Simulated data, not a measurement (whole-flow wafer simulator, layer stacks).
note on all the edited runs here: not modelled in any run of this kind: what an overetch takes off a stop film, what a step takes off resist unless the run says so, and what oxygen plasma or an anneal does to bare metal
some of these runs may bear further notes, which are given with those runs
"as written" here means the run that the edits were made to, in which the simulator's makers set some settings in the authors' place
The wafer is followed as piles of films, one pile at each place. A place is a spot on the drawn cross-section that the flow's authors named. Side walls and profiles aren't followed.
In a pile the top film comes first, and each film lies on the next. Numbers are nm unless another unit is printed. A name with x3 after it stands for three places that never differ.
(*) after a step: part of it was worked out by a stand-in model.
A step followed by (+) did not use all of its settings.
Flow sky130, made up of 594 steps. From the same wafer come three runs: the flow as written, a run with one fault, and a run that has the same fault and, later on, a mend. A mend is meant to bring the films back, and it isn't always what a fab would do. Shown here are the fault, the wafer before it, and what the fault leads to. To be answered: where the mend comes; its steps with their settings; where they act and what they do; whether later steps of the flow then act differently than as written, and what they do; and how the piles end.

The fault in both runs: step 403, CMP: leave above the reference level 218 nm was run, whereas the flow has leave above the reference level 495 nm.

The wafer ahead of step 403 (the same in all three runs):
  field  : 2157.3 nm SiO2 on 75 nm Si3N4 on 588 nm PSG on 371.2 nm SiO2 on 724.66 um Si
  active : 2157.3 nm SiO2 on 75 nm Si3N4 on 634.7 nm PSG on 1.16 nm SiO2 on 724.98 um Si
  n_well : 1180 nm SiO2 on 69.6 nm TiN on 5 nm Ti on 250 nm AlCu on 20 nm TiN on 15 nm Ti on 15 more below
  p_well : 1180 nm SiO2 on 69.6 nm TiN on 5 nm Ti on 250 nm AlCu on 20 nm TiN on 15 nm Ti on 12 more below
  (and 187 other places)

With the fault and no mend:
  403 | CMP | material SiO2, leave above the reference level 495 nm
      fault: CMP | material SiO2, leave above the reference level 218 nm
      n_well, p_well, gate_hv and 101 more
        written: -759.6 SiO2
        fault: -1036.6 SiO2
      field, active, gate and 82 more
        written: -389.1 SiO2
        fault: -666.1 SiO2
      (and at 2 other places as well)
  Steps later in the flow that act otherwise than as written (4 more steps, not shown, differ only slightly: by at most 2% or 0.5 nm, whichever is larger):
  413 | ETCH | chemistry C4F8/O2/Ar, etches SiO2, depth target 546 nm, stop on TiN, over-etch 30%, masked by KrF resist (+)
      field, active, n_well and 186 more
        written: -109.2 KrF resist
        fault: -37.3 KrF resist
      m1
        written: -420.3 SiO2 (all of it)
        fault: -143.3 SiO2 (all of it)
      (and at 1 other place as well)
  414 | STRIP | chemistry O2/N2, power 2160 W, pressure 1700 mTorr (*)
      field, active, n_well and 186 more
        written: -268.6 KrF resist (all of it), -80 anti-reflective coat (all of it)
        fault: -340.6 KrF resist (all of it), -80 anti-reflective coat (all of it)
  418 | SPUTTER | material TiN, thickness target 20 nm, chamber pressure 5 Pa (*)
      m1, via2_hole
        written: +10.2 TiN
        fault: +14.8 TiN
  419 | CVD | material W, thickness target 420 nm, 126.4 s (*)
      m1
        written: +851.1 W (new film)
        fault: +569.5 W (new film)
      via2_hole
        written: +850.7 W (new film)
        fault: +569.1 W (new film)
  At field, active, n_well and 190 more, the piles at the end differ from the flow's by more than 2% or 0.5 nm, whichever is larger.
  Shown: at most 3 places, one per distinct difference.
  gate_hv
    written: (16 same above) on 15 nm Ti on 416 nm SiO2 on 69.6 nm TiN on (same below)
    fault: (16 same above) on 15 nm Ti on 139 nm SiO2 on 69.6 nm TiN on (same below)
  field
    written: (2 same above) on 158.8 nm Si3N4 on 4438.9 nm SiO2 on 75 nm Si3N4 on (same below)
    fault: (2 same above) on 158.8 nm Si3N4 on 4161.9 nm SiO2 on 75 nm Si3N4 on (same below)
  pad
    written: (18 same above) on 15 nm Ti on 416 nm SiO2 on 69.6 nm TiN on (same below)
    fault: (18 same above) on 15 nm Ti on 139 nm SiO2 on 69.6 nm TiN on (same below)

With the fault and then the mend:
  The mend follows step 403.
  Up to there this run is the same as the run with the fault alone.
  403a | HDPCVD | thickness target 277 nm (*) (a further turn of the flow's step 402, with different settings)
      field, active, n_well and 188 more
        +277 SiO2
  Every later step of the flow that is run acts as written, at every place that is followed, to within 2% or 0.5 nm, whichever is larger.
  By the end, the piles equal the flow's at every place that both follow.
